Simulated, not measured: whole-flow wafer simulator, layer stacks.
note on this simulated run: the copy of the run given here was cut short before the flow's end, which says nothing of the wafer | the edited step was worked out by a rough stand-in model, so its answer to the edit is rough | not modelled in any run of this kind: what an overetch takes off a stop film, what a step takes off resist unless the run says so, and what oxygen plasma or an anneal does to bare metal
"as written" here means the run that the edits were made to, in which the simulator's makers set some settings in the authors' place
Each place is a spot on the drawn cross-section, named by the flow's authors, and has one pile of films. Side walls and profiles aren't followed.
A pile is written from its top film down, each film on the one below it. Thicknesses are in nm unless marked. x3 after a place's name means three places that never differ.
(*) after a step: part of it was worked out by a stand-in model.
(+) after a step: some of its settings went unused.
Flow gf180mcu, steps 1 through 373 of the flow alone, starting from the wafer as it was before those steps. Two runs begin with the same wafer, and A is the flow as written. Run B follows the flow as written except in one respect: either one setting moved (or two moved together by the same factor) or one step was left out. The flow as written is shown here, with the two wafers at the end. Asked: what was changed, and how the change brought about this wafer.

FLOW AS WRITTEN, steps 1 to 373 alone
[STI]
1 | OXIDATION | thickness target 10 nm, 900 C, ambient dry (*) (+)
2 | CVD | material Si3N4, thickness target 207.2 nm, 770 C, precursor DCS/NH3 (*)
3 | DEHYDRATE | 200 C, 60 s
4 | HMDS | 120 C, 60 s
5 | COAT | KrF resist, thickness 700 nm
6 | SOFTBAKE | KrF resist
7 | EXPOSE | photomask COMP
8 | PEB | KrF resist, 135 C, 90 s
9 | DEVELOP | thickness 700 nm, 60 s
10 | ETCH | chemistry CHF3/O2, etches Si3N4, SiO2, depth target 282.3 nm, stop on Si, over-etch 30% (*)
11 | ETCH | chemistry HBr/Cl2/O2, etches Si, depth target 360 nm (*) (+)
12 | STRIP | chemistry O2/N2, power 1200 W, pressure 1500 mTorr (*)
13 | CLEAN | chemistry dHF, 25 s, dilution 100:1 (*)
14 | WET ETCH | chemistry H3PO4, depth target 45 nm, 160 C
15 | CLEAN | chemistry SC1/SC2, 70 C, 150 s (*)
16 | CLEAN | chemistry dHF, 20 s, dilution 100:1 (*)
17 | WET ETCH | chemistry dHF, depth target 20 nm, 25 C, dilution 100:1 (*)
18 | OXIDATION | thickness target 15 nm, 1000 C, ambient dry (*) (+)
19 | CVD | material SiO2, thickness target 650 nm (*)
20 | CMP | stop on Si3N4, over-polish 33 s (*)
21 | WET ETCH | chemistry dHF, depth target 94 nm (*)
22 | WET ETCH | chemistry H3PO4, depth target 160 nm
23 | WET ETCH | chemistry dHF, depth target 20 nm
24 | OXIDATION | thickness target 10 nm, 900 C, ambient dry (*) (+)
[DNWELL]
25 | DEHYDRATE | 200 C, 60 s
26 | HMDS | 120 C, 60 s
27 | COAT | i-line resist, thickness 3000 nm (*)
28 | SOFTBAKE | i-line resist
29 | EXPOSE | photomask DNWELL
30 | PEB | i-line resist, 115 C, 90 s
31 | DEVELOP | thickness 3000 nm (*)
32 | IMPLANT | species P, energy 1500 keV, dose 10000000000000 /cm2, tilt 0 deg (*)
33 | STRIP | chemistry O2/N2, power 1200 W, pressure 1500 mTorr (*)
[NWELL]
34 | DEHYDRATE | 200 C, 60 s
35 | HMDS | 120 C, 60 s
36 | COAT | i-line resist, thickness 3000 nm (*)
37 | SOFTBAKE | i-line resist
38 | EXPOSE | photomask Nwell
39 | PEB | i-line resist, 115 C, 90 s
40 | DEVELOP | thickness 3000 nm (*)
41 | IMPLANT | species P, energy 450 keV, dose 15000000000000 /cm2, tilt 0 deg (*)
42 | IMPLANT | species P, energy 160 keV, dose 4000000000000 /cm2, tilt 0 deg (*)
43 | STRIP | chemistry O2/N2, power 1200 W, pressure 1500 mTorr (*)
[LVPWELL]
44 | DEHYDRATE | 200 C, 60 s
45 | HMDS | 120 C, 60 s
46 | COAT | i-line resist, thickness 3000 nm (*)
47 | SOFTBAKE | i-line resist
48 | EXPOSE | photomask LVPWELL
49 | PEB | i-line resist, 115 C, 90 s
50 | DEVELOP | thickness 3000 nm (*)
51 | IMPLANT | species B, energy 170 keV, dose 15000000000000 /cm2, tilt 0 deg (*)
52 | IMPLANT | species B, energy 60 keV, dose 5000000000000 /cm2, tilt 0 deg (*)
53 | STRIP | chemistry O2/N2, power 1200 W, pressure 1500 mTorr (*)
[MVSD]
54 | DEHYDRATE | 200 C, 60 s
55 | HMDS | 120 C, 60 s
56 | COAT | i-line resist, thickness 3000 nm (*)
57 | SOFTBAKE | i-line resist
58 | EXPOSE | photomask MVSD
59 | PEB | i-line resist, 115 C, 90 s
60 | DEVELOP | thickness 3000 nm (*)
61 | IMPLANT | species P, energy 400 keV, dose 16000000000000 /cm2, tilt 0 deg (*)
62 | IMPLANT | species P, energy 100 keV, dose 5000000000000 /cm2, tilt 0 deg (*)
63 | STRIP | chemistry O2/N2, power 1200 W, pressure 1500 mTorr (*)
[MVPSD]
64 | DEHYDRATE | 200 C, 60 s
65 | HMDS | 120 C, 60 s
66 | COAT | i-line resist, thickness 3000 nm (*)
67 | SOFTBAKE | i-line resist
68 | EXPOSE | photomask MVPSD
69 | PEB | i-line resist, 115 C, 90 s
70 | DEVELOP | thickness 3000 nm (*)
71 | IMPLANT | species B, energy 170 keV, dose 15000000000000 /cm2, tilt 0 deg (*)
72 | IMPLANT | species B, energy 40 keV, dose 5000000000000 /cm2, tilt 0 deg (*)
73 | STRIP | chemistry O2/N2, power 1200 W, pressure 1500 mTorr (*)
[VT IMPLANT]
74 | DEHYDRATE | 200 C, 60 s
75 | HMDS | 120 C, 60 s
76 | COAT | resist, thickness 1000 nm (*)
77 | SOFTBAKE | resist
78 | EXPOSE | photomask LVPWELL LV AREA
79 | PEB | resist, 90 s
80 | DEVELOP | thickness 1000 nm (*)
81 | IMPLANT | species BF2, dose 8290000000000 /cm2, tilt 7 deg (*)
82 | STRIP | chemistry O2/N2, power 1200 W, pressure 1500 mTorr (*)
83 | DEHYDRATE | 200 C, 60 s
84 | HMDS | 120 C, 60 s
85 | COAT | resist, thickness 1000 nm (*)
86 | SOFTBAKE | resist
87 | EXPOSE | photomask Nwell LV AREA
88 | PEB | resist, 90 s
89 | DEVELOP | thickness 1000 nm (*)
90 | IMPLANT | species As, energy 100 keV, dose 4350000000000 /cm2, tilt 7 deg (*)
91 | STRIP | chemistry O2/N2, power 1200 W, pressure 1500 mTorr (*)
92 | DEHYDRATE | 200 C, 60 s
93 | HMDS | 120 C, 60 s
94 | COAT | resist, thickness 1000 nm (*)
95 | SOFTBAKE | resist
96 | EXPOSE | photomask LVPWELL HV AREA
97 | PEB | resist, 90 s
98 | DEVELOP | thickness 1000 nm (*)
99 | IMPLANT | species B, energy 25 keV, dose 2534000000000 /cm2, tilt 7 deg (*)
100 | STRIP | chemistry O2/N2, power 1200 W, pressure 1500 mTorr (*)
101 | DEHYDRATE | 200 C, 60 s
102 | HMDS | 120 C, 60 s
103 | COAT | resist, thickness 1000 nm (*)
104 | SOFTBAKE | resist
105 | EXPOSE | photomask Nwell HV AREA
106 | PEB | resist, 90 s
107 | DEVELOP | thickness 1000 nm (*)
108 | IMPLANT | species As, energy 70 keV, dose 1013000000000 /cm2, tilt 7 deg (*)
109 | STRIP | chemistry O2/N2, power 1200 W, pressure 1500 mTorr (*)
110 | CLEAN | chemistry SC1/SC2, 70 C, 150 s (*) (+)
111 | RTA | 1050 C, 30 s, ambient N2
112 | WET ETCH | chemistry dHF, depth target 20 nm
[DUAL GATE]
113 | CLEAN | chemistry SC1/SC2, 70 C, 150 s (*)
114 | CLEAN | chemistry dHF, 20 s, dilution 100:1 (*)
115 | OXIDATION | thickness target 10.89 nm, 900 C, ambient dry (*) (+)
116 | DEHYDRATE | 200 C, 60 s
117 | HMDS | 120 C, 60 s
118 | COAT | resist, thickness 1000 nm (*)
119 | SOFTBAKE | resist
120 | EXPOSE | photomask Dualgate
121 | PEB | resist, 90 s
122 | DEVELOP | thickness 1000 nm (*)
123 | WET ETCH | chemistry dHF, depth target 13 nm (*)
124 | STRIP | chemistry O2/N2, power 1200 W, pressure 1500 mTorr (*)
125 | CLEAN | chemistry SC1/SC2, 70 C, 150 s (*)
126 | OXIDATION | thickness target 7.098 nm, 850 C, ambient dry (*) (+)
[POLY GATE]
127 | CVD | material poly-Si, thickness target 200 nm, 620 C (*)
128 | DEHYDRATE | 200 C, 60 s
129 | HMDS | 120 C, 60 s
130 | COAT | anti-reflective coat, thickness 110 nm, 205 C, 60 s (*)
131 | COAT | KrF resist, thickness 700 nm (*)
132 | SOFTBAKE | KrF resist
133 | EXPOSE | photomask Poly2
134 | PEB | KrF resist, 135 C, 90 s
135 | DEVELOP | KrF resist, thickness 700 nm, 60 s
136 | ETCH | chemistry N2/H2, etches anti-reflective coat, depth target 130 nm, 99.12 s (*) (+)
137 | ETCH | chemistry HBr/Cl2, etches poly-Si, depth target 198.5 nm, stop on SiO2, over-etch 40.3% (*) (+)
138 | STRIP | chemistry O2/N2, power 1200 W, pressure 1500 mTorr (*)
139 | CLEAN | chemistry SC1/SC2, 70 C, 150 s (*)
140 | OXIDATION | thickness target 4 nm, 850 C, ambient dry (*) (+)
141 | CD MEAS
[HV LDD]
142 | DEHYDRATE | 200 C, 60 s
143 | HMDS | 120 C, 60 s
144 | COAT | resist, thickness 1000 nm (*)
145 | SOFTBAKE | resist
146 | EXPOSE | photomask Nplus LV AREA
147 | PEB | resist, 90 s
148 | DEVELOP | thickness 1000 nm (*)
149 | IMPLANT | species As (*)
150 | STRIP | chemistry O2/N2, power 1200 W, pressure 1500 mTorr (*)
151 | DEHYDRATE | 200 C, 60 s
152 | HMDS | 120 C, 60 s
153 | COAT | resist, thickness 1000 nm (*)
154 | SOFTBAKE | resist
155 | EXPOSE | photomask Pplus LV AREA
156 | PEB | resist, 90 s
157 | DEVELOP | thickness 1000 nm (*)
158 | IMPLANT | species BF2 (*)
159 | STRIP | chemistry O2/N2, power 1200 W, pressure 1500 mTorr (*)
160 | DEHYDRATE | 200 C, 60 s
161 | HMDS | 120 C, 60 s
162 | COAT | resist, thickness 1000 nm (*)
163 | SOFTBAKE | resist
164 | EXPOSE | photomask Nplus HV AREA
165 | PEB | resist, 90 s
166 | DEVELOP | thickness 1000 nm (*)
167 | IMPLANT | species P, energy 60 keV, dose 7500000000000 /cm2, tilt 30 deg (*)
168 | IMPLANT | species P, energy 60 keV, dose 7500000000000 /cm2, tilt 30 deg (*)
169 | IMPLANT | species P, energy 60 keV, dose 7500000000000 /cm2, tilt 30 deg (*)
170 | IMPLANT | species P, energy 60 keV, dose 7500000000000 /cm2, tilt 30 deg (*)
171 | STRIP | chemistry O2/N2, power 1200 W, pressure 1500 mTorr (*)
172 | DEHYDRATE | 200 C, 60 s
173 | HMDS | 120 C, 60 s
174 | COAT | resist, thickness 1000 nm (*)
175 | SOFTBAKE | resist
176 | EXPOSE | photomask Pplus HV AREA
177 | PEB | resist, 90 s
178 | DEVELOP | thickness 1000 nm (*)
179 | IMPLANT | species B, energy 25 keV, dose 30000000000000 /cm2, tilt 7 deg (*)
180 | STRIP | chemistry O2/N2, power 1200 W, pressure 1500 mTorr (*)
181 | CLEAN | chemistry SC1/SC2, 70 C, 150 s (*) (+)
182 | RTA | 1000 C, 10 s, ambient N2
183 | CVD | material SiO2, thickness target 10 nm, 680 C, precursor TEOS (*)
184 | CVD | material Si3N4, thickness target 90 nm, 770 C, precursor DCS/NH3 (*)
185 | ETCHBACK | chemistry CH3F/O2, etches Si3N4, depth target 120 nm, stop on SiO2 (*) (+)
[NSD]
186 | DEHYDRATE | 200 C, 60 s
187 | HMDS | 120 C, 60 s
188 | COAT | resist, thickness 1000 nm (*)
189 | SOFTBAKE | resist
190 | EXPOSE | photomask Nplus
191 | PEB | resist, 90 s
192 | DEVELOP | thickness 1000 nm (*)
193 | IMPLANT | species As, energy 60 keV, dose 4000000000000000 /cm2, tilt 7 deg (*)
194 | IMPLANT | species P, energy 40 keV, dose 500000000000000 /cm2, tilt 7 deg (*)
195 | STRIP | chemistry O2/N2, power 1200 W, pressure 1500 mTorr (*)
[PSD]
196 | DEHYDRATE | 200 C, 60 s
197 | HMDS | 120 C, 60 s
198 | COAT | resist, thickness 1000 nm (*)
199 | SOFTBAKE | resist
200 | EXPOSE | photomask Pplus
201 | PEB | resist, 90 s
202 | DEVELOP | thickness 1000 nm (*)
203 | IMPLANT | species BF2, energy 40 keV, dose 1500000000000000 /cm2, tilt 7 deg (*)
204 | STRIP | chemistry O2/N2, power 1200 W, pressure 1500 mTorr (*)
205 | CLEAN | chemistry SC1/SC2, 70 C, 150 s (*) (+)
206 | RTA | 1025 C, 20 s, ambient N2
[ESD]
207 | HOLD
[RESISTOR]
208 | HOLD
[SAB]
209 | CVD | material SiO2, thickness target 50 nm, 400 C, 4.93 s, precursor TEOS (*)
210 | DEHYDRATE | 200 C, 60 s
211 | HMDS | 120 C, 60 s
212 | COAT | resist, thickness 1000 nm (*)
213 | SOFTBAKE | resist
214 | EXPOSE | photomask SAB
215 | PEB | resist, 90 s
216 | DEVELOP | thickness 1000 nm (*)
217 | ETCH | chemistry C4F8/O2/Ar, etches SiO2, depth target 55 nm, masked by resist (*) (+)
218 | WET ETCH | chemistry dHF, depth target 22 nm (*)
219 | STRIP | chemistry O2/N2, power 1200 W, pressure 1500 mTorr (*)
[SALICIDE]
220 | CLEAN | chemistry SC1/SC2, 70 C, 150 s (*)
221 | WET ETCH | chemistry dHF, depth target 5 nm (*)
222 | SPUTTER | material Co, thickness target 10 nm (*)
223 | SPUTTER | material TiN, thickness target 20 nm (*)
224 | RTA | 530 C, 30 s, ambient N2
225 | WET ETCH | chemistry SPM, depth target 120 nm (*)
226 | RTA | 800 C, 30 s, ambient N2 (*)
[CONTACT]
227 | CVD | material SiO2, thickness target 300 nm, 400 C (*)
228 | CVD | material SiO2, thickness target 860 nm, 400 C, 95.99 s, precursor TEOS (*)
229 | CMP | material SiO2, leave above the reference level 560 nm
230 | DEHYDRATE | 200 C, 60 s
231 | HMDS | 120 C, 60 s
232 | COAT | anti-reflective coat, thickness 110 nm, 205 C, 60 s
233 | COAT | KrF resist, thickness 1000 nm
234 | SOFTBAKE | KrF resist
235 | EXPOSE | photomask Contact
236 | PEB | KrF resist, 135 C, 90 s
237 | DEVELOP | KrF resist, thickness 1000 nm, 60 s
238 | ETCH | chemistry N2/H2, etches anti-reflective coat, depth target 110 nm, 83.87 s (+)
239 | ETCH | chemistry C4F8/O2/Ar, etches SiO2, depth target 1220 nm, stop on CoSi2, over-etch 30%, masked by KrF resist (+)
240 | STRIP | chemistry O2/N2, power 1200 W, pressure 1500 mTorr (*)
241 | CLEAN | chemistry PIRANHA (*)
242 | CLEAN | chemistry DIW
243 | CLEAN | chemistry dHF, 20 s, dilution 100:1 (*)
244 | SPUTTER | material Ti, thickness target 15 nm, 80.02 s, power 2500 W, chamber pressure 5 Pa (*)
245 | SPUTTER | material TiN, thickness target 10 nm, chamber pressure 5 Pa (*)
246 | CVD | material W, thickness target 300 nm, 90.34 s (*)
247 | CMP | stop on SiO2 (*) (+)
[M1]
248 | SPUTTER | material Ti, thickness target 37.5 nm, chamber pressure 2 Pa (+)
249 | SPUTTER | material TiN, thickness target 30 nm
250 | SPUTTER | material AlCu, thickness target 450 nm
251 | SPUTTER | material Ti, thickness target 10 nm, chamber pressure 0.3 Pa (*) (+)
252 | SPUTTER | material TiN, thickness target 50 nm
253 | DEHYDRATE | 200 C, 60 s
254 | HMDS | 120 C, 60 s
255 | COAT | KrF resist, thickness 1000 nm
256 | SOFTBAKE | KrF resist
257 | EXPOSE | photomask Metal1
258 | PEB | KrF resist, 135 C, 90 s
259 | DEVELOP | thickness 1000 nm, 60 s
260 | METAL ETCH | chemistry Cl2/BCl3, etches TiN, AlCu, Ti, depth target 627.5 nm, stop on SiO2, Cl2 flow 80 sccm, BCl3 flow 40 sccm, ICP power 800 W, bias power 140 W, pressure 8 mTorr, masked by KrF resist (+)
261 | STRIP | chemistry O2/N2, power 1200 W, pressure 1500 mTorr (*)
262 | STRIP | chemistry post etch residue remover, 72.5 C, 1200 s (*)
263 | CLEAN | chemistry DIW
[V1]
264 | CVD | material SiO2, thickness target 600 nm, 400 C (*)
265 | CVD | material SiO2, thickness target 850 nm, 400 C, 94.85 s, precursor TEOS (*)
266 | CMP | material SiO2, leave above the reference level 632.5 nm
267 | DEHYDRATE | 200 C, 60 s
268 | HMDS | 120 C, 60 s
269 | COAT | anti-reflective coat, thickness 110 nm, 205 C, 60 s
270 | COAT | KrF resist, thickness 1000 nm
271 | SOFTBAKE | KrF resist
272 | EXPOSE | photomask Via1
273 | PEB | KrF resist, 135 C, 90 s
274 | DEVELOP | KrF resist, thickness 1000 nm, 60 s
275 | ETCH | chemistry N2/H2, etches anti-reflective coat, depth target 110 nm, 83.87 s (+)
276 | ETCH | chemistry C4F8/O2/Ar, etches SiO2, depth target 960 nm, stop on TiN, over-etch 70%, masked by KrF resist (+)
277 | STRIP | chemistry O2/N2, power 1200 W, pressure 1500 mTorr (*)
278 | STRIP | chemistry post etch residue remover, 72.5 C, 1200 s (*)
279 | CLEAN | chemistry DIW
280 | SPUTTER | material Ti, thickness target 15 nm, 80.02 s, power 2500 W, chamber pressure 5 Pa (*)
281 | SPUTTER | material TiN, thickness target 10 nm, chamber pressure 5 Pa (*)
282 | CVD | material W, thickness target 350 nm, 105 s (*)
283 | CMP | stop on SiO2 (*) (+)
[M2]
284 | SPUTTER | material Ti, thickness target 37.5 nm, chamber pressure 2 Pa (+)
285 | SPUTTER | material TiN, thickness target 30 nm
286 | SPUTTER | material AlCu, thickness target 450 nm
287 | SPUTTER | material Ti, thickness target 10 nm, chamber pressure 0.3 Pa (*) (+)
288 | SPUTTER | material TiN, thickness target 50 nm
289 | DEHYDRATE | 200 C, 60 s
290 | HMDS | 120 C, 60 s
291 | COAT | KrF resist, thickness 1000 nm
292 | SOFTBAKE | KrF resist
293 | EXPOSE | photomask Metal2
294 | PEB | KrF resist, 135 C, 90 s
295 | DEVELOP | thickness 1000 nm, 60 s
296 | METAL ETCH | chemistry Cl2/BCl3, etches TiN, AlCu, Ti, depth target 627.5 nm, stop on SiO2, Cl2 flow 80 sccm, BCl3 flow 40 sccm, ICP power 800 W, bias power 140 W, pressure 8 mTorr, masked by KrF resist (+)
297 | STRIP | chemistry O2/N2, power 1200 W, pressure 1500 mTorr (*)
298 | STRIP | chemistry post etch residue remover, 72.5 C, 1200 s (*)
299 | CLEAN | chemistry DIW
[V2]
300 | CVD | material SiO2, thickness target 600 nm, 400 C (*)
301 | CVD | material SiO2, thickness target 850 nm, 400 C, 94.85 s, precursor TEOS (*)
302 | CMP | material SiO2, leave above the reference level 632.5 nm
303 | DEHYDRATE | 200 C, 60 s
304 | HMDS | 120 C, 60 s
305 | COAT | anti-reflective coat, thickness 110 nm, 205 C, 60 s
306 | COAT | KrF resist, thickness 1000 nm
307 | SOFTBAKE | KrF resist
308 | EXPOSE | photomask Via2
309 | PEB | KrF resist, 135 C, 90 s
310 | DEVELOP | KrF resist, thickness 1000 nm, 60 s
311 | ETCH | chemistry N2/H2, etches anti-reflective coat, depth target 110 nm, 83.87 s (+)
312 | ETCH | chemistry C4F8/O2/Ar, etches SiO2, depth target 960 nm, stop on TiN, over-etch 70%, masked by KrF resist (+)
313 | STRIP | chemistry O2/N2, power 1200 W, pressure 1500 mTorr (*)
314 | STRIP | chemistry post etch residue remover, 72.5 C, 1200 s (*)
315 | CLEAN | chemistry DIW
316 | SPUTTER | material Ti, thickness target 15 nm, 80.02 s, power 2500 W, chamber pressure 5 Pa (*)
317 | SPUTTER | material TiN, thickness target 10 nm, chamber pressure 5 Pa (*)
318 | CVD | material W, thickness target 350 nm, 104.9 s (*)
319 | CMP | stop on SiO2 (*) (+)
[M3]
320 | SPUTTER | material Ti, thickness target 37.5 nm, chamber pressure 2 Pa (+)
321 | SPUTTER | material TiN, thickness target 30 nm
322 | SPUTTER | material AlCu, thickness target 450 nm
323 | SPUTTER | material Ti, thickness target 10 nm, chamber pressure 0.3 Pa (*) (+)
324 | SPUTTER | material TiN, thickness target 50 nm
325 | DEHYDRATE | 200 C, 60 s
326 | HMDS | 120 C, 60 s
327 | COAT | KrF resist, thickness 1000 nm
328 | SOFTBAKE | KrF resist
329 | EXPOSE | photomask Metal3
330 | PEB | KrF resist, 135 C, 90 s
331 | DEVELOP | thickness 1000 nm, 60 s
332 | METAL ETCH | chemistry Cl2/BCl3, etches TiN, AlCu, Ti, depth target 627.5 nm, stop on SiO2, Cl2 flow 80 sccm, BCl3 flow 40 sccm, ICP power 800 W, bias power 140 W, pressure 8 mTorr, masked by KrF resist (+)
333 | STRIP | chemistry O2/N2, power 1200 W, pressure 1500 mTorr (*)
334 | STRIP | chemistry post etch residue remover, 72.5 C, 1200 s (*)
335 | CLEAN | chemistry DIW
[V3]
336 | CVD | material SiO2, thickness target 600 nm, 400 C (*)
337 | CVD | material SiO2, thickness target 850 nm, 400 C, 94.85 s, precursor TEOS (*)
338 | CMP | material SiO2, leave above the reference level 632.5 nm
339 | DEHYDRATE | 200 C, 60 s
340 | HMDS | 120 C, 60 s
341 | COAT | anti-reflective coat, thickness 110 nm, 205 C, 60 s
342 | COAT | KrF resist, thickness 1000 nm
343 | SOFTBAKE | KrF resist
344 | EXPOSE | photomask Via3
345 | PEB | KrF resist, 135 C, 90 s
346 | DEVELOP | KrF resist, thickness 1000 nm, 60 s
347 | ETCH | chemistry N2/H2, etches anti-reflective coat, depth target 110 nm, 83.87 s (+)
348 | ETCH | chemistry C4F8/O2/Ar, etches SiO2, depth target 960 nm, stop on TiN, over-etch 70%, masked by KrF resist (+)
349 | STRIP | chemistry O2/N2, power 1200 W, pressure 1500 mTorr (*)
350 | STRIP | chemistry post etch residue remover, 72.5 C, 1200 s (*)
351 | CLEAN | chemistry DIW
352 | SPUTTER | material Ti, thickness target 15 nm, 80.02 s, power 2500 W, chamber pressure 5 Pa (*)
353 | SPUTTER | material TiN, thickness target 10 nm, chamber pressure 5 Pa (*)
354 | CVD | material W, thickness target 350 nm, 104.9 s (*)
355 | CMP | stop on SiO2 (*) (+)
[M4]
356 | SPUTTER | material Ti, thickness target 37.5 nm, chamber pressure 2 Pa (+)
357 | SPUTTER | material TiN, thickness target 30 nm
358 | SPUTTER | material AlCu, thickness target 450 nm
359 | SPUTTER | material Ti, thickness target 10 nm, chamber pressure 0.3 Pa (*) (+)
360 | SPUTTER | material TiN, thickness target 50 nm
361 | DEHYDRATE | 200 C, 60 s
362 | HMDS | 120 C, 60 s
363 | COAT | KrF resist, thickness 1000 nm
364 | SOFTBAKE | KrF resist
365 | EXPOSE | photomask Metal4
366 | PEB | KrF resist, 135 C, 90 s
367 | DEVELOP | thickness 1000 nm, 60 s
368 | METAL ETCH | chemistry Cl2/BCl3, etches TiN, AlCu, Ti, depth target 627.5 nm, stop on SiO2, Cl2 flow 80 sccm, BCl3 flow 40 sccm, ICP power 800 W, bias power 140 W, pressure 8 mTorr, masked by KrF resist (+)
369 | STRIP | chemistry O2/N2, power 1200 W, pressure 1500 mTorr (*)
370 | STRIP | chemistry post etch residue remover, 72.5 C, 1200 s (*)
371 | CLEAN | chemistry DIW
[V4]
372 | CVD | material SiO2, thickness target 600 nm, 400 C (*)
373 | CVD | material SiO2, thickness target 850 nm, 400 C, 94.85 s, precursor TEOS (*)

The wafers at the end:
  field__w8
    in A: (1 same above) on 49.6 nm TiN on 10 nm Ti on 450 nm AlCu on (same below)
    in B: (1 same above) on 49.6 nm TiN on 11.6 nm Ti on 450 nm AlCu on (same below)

The reason: step 359, SPUTTER: thickness target 11.6 nm was run, while the flow as written has thickness target 10 nm.
The wafer itself shows it: field__w8 has Ti 11.6, and step 359 as written asks for 10 nm.

The path from the change to this, step by step:
  359 | SPUTTER | material Ti, thickness target 10 nm, chamber pressure 0.3 Pa (*) (+)
      field, field__w1, field__w2 and 108 more: A Ti gains 10 (new film) | B Ti gains 11.6 (new film)
  368 | METAL ETCH | chemistry Cl2/BCl3, etches TiN, AlCu, Ti, depth target 627.5 nm, stop on SiO2, Cl2 flow 80 sccm, BCl3 flow 40 sccm, ICP power 800 W, bias power 140 W, pressure 8 mTorr, masked by KrF resist (+)
      field, field__w1, field__w2 and 103 more: A TiN loses 50 (all of it), Ti loses 10 (all of it), AlCu loses 450 (all of it), TiN loses 30 (all of it), Ti loses 37.5 (all of it) | B TiN loses 50 (all of it), Ti loses 11.6 (all of it), AlCu loses 450 (all of it), TiN loses 30 (all of it), Ti loses 37.5 (all of it)
